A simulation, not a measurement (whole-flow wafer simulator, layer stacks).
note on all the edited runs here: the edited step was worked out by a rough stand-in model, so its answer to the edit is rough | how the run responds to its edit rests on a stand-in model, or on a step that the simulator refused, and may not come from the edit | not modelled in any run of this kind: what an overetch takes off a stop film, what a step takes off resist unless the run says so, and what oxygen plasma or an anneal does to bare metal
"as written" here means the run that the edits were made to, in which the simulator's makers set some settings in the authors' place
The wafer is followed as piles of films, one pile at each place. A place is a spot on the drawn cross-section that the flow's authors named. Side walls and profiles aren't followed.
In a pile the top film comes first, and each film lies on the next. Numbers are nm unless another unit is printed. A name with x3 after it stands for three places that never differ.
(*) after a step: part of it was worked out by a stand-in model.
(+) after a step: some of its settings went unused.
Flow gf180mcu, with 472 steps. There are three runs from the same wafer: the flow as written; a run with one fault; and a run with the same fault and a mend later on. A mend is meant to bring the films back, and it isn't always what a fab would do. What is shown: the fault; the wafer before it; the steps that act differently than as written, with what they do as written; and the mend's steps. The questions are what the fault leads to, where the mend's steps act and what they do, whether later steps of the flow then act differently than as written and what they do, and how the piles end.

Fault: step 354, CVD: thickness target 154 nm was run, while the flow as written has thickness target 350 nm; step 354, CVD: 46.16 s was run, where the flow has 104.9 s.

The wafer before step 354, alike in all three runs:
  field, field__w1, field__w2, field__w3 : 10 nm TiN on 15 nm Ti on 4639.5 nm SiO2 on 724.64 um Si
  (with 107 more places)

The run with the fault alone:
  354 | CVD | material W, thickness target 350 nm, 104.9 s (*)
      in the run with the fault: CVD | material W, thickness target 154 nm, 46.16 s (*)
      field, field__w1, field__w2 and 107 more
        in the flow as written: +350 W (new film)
        in the run with the fault: +155.7 W (new film)
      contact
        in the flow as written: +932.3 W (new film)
        in the run with the fault: +738 W (new film)
  Steps later in the flow that act otherwise than as written:
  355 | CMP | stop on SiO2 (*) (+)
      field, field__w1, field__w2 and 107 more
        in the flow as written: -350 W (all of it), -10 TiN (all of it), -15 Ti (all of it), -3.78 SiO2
        in the run with the fault: -155.7 W (all of it), -10 TiN (all of it), -15 Ti (all of it), -1.82 SiO2
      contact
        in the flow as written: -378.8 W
        in the run with the fault: -182.5 W
  The piles end only slightly different from the flow's at the places that both follow, by no more than 2% or 0.5 nm, whichever is larger.

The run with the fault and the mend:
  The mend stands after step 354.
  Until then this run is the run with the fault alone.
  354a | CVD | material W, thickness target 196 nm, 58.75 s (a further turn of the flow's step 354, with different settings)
      field, field__w1, field__w2 and 108 more
        +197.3 W
  None of the later steps of the flow differs from how it acts as written, at any place that is followed, by more than 2% or 0.5 nm, whichever is larger.
  The piles end only slightly different from the flow's at the places that both follow, by no more than 2% or 0.5 nm, whichever is larger.
